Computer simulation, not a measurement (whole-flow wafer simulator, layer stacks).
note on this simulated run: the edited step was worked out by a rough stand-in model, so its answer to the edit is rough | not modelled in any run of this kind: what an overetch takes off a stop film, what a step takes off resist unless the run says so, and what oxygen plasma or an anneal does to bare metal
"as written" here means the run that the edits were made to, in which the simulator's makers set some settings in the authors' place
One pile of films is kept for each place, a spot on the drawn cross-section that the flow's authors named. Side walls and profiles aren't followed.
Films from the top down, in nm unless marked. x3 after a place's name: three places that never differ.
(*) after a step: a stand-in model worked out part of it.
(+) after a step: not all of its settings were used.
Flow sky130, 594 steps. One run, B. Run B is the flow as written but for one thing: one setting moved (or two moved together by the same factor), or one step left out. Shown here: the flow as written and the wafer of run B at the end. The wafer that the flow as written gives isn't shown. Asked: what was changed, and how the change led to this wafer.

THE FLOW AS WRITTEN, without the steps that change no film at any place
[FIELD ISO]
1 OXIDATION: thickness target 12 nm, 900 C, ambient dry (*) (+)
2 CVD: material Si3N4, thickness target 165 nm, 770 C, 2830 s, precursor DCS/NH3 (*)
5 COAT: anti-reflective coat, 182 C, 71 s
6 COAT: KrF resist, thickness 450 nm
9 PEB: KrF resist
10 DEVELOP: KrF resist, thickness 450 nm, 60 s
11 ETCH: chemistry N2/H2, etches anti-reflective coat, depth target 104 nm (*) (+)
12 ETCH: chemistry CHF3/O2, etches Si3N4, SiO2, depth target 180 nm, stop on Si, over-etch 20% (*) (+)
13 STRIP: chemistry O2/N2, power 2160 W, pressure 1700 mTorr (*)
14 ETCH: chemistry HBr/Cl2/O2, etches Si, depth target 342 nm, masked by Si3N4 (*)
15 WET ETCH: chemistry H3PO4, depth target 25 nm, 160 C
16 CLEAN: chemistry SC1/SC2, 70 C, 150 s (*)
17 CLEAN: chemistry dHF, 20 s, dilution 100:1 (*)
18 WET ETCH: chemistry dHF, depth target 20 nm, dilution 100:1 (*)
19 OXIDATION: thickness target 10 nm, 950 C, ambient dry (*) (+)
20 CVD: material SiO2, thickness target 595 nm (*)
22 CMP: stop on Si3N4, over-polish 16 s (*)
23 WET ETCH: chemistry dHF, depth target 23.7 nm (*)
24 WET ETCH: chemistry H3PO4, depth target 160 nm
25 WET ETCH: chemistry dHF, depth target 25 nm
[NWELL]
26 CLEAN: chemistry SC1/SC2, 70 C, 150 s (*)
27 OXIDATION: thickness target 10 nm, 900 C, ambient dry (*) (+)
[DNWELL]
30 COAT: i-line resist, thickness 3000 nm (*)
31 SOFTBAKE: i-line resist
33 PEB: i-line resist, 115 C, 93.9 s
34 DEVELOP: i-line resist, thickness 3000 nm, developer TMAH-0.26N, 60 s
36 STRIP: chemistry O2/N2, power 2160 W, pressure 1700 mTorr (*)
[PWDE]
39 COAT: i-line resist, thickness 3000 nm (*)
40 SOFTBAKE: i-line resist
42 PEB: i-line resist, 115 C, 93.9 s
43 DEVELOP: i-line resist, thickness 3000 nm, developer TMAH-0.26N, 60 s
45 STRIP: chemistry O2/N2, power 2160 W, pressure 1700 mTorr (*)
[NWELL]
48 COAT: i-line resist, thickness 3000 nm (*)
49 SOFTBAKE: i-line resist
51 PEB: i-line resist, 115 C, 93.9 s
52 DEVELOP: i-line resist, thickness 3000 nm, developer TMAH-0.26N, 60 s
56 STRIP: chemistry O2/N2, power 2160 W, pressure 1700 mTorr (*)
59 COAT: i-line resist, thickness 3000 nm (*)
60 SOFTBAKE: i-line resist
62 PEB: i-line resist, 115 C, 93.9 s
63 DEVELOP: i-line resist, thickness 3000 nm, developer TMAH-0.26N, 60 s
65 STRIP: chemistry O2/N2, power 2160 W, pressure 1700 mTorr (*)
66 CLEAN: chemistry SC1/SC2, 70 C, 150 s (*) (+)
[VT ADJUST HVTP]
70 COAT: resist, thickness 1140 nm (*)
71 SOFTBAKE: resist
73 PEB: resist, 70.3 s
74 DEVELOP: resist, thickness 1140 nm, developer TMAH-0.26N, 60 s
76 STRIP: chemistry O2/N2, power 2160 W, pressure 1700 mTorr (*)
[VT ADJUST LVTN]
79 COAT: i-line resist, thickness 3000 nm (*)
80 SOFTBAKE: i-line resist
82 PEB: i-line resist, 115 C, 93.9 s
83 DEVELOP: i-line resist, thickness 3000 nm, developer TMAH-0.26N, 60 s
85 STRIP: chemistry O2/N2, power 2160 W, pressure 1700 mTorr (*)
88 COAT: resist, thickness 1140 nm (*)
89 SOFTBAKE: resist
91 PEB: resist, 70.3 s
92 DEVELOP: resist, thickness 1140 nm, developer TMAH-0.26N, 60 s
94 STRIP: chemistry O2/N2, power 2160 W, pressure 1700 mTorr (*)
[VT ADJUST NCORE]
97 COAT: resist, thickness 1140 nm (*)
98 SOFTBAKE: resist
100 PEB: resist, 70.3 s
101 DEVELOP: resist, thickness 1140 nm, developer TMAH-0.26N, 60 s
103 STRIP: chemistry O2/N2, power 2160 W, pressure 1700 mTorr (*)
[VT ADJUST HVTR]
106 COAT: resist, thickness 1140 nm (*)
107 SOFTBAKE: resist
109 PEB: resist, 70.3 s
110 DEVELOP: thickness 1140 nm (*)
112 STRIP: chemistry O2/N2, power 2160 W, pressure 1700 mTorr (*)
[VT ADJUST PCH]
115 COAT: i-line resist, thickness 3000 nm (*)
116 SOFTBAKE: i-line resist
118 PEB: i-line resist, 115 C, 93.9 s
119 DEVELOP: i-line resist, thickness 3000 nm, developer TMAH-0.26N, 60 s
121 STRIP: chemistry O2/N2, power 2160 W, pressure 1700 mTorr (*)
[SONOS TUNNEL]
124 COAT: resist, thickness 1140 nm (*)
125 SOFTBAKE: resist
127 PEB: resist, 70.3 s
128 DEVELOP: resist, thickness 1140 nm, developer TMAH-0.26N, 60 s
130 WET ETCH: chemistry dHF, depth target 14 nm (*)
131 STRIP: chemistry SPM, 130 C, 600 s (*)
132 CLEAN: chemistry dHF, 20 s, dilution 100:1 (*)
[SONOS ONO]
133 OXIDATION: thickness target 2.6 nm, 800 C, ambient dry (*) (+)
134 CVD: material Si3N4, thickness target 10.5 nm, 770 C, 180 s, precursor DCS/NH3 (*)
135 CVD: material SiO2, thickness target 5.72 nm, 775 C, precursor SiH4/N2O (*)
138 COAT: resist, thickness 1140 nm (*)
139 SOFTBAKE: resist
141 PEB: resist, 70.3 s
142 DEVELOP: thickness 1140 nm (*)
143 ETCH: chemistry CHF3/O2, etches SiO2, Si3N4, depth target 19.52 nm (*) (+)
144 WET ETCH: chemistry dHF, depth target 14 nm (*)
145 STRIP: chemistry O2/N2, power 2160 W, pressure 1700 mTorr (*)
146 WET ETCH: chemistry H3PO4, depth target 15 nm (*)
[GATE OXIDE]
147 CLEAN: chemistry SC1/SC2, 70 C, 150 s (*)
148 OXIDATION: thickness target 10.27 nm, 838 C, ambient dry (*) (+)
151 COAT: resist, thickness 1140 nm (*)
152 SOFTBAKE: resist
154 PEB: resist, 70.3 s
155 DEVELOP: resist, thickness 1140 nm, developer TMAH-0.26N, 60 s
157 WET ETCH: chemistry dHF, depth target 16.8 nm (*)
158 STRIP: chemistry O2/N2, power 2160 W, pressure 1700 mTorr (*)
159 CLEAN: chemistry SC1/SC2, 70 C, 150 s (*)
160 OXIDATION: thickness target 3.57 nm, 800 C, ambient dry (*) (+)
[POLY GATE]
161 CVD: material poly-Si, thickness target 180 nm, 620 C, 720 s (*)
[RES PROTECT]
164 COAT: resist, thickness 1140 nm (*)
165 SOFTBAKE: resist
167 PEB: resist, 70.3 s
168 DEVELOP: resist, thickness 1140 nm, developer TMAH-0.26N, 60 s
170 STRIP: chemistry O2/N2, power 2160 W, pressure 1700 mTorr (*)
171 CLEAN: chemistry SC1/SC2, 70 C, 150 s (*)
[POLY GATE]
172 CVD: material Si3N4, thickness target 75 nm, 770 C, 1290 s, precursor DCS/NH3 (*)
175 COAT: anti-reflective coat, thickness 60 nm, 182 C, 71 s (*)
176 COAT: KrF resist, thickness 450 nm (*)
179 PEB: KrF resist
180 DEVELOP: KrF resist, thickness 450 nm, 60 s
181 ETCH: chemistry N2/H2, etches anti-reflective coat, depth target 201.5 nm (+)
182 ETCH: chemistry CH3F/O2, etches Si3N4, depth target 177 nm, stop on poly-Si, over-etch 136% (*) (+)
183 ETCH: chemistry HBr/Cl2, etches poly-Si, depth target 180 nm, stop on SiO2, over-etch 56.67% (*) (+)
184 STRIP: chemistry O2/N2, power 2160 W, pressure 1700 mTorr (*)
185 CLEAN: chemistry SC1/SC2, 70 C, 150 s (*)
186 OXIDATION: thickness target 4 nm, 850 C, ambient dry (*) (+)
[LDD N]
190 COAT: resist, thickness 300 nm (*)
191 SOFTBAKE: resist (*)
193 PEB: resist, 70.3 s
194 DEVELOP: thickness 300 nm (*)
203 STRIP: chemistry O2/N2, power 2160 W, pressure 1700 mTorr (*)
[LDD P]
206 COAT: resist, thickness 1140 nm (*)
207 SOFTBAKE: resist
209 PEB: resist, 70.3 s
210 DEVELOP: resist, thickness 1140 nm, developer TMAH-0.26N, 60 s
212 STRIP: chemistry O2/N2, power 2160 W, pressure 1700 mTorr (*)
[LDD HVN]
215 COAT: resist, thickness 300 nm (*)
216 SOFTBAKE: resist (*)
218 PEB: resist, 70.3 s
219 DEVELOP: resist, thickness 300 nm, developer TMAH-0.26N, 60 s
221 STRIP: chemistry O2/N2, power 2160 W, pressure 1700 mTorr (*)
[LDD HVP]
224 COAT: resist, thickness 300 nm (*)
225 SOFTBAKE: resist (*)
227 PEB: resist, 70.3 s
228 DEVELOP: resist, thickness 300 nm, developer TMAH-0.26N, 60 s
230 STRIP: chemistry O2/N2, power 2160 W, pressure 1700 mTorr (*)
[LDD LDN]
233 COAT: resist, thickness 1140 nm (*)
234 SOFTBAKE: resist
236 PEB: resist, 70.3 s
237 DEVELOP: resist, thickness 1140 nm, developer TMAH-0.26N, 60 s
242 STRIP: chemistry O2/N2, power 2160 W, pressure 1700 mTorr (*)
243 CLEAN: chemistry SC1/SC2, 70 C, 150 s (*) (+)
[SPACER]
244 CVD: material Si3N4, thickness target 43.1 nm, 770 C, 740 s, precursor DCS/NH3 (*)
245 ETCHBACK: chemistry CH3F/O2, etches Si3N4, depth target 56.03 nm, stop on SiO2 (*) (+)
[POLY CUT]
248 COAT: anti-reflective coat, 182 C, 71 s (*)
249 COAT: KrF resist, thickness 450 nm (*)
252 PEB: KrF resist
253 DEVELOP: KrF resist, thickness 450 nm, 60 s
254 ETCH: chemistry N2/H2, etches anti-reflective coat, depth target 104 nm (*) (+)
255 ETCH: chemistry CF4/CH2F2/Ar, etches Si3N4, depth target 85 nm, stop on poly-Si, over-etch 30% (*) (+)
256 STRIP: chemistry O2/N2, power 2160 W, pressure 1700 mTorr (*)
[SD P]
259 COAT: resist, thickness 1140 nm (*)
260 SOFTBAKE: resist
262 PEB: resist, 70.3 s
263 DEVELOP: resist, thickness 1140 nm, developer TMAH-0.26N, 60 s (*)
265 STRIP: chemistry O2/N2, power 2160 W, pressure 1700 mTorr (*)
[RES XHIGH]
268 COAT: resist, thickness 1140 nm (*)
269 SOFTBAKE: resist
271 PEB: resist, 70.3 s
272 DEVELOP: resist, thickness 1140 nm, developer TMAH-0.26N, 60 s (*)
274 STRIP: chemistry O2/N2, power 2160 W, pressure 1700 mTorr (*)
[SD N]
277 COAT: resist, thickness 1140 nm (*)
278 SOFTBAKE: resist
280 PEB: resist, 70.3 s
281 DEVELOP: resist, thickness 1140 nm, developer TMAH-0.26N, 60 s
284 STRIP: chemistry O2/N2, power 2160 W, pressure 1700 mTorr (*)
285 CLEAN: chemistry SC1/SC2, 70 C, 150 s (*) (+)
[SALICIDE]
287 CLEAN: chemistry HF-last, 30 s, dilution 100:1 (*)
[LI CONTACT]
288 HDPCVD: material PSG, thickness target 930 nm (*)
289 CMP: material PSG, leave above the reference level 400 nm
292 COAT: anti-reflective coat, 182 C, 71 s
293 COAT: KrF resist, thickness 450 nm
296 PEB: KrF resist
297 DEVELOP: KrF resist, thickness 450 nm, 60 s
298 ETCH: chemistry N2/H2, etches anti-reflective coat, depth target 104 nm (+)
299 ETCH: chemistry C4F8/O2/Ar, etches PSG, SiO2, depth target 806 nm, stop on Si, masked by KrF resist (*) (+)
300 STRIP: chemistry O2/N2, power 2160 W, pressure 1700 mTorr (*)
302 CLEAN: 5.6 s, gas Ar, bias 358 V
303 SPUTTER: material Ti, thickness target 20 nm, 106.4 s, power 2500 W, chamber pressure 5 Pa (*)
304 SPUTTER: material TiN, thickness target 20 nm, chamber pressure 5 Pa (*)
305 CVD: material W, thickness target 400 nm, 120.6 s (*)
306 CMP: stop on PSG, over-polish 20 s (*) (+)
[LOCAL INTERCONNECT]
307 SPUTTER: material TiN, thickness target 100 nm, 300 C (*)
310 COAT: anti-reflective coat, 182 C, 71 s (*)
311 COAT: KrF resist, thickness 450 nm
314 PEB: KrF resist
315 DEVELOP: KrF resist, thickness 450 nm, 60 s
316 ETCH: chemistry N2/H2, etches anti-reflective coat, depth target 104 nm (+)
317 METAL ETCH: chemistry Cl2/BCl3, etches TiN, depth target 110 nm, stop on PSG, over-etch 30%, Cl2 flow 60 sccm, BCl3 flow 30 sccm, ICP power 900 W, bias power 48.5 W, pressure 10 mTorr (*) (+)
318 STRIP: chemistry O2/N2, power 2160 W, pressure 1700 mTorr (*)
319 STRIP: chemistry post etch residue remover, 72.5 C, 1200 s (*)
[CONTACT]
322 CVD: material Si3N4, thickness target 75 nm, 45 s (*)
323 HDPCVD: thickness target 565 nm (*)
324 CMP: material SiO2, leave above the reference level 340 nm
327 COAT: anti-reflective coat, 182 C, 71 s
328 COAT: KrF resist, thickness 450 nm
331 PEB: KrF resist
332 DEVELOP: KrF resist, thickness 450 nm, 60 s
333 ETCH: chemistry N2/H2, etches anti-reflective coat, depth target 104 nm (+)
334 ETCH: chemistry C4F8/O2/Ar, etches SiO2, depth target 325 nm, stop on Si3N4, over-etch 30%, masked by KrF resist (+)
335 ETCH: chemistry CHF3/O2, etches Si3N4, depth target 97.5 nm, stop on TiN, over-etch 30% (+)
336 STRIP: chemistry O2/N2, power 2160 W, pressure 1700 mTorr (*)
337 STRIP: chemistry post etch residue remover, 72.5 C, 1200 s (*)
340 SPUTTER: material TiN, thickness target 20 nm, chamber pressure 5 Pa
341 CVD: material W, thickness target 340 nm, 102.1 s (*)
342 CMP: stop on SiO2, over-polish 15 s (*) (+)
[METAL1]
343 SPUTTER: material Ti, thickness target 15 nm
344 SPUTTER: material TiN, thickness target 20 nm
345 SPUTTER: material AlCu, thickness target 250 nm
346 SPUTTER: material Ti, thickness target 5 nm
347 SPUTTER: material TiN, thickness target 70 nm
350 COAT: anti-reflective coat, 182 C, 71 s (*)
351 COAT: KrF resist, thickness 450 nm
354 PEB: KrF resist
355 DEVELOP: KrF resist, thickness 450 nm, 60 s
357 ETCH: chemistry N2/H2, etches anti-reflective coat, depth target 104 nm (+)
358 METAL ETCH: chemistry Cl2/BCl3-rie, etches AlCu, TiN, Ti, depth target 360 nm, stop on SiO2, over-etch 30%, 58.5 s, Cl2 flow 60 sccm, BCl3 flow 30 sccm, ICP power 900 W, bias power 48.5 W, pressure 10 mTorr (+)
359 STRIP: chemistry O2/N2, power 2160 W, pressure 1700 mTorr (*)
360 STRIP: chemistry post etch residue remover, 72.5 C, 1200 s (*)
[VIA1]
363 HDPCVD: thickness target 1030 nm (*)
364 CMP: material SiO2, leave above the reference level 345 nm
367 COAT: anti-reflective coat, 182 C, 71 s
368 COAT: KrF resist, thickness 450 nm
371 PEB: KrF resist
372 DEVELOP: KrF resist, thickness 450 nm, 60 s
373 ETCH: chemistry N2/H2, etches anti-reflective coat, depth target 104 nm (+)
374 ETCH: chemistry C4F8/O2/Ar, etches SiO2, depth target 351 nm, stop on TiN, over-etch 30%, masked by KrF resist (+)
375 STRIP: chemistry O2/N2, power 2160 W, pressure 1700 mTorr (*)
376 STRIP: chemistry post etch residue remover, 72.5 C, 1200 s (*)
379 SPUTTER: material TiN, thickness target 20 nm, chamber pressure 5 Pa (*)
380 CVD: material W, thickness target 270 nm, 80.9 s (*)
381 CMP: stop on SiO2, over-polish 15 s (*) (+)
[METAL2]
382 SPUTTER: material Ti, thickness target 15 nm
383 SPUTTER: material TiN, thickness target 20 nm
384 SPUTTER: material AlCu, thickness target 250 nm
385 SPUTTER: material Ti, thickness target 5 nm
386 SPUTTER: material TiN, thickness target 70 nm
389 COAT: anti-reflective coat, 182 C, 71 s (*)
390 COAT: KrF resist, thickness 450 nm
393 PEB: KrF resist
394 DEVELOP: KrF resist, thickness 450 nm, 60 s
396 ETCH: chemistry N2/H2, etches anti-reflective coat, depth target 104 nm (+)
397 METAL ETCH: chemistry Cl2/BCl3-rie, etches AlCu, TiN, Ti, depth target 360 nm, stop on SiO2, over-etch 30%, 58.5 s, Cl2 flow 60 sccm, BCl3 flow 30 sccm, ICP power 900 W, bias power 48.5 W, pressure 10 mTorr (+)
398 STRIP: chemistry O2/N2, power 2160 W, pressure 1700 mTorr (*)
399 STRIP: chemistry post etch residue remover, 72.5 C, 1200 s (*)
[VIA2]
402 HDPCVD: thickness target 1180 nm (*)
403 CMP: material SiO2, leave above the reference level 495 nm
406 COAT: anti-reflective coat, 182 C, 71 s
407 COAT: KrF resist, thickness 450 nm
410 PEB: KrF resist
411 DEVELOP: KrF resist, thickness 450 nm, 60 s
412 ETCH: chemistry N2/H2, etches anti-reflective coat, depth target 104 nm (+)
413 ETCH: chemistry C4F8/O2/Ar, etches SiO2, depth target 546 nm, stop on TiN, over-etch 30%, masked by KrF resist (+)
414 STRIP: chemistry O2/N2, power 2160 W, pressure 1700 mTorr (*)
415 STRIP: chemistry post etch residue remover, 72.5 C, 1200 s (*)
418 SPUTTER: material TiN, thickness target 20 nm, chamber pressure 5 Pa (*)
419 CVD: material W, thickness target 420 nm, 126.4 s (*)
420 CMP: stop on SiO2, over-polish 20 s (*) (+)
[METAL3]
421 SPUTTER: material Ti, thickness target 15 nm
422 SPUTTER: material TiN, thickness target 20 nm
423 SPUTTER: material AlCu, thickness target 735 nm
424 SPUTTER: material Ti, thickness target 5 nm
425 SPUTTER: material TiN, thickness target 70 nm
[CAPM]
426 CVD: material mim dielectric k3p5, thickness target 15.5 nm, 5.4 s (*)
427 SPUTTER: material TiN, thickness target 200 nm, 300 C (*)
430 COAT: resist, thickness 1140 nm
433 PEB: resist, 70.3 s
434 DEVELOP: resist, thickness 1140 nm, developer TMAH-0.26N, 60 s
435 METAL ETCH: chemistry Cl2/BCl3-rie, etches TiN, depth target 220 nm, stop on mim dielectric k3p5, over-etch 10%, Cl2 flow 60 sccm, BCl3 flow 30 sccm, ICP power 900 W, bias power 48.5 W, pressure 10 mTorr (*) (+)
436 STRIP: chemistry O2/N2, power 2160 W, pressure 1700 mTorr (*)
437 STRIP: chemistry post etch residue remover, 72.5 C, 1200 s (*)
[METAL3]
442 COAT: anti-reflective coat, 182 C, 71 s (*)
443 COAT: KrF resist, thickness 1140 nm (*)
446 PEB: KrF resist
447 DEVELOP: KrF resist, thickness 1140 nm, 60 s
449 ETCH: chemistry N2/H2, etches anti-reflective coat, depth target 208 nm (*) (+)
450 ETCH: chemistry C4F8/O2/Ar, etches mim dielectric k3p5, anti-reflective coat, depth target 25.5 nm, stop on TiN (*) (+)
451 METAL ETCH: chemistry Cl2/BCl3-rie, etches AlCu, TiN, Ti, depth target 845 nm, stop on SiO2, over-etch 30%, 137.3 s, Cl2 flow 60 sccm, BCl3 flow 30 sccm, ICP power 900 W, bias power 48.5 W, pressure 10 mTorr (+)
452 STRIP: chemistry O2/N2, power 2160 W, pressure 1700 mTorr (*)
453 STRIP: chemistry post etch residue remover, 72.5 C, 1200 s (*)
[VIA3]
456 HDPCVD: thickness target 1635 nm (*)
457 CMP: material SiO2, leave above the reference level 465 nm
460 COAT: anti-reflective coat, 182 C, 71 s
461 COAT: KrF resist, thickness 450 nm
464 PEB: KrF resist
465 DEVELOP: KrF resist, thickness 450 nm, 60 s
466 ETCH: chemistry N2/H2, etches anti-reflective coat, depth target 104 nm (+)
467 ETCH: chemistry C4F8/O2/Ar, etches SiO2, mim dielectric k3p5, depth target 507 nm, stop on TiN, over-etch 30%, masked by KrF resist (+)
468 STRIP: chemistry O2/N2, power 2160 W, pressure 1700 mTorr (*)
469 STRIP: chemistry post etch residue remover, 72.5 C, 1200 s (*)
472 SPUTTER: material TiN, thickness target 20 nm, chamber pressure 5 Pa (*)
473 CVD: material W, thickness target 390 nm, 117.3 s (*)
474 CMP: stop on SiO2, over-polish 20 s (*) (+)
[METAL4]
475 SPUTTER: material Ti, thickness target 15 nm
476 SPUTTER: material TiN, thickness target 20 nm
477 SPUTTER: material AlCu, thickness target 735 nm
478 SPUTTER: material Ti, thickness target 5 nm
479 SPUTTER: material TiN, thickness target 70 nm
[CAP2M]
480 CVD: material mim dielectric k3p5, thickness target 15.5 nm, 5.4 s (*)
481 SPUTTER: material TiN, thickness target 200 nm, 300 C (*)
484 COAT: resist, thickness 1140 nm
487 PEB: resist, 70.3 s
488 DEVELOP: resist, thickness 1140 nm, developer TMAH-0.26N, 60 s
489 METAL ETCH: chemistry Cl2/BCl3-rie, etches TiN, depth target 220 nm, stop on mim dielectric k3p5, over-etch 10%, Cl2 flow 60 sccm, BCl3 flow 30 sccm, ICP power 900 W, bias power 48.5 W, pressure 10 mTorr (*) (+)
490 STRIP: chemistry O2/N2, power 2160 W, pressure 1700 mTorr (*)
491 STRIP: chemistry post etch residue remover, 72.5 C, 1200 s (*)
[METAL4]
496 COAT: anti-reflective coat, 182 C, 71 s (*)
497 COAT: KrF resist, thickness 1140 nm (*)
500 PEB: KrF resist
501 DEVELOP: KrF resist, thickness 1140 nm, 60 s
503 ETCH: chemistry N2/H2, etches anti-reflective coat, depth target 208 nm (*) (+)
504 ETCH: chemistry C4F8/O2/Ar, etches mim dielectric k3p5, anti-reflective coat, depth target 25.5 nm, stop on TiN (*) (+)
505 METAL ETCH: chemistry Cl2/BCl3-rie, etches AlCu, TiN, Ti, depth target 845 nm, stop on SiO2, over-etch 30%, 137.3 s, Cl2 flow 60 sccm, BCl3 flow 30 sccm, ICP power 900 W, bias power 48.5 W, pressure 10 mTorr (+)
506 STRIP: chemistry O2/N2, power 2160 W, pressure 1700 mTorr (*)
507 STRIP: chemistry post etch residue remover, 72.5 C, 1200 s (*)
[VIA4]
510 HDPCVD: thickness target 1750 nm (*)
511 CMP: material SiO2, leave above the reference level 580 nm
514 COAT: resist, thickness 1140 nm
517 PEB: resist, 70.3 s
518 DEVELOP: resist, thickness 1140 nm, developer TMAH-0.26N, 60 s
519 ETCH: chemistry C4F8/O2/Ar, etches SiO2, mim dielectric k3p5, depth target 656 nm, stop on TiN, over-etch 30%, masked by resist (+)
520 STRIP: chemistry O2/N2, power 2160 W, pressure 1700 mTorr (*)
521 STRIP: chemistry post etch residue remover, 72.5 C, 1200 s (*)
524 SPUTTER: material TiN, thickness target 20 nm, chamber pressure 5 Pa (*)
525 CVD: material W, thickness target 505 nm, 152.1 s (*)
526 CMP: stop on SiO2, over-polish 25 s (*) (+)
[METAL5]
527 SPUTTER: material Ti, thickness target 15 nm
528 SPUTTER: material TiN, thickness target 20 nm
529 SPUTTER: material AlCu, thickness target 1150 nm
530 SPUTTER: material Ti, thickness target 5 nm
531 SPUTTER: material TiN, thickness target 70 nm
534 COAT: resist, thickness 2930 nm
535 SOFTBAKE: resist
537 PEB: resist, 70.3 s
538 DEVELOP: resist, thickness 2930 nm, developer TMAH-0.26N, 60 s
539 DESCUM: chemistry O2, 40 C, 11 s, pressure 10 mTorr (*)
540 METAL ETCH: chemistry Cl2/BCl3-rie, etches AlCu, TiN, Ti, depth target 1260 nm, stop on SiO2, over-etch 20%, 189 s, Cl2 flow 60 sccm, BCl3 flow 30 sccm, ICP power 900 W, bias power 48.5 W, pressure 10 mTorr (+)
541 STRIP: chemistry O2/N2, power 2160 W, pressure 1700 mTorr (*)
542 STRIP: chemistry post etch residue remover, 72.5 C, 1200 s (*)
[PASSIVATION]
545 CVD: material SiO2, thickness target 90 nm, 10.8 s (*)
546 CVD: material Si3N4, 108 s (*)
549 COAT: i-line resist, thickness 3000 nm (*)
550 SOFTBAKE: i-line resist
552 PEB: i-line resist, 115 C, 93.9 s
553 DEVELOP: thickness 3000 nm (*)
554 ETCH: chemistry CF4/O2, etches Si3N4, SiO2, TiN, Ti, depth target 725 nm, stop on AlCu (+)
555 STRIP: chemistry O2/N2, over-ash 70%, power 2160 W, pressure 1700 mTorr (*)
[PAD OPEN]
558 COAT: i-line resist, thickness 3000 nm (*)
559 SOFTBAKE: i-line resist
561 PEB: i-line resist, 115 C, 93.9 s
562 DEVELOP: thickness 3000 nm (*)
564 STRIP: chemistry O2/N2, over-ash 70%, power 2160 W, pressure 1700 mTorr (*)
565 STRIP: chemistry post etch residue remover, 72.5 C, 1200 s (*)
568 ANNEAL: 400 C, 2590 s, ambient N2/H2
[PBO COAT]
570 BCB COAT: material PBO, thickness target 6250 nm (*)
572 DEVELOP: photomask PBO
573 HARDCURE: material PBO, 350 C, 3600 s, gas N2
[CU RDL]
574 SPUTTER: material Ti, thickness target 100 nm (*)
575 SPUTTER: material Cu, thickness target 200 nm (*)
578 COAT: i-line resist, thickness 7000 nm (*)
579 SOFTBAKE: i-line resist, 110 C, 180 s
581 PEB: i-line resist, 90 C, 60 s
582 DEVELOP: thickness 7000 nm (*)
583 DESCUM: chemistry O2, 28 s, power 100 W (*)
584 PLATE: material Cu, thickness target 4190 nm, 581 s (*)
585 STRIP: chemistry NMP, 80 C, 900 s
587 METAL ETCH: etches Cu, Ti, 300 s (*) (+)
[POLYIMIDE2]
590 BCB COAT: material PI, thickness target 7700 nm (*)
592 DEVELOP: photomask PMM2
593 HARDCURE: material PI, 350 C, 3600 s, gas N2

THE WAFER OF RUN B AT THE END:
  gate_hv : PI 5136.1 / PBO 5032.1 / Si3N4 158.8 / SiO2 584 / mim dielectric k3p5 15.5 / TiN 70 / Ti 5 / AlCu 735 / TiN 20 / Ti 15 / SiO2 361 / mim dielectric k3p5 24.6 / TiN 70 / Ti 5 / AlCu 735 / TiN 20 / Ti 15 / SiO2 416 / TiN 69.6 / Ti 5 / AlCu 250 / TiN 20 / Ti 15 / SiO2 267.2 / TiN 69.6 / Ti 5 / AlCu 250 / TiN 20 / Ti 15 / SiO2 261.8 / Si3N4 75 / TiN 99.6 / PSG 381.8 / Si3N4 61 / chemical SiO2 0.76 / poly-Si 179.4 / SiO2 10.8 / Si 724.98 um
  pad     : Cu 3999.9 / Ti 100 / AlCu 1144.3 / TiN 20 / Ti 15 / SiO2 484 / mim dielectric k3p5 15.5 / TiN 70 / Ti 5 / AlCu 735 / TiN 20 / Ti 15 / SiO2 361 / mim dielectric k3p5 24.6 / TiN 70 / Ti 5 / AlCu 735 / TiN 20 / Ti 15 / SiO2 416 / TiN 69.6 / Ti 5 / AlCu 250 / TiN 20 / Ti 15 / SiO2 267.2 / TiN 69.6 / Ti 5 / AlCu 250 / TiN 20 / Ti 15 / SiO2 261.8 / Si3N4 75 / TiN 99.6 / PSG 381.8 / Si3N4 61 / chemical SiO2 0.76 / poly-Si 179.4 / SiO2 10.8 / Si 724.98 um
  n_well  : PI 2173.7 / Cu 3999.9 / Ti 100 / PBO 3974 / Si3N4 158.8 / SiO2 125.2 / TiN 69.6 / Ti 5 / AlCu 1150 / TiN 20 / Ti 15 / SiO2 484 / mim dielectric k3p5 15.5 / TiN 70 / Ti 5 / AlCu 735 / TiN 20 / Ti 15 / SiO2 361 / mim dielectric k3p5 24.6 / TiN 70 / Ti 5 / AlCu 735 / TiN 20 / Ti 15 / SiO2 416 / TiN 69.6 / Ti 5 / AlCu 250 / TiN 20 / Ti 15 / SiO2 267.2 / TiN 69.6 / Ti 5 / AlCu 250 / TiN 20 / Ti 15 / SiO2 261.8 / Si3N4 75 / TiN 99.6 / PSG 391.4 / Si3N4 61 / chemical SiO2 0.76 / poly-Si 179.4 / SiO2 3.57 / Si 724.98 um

The cause: step 426, CVD: thickness target 24.6 nm was run, where the flow has thickness target 15.5 nm; step 426, CVD: 8.59 s was run, where the flow has 5.4 s.
It can be read off the wafer: gate_hv has mim dielectric k3p5 24.6, and step 426 as written asks for 15.5 nm.

How the change led to this, step by step:
  426 CVD: material mim dielectric k3p5, thickness target 15.5 nm, 5.4 s (*)
      field, active, n_well and 188 more: mim dielectric k3p5 +24.6 (new film) (as written it would be: mim dielectric k3p5 +15.5 (new film))
  450 ETCH: chemistry C4F8/O2/Ar, etches mim dielectric k3p5, anti-reflective coat, depth target 25.5 nm, stop on TiN (*) (+)
      n_well, p_well, gate_hv and 104 more: KrF resist -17 (as written it would be: KrF resist -15.5)
      field, active, gate and 82 more: mim dielectric k3p5 -24.6 (all of it) (as written it would be: mim dielectric k3p5 -15.5 (all of it))
  467 ETCH: chemistry C4F8/O2/Ar, etches SiO2, mim dielectric k3p5, depth target 507 nm, stop on TiN, over-etch 30%, masked by KrF resist (+)
      m1: SiO2 -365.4 (all of it), mim dielectric k3p5 -24.6 (all of it) (as written it would be: SiO2 -374.5 (all of it), mim dielectric k3p5 -15.5 (all of it))
      via3_hole: SiO2 -364.8 (all of it), mim dielectric k3p5 -24.6 (all of it) (as written it would be: SiO2 -373.9 (all of it), mim dielectric k3p5 -15.5 (all of it))
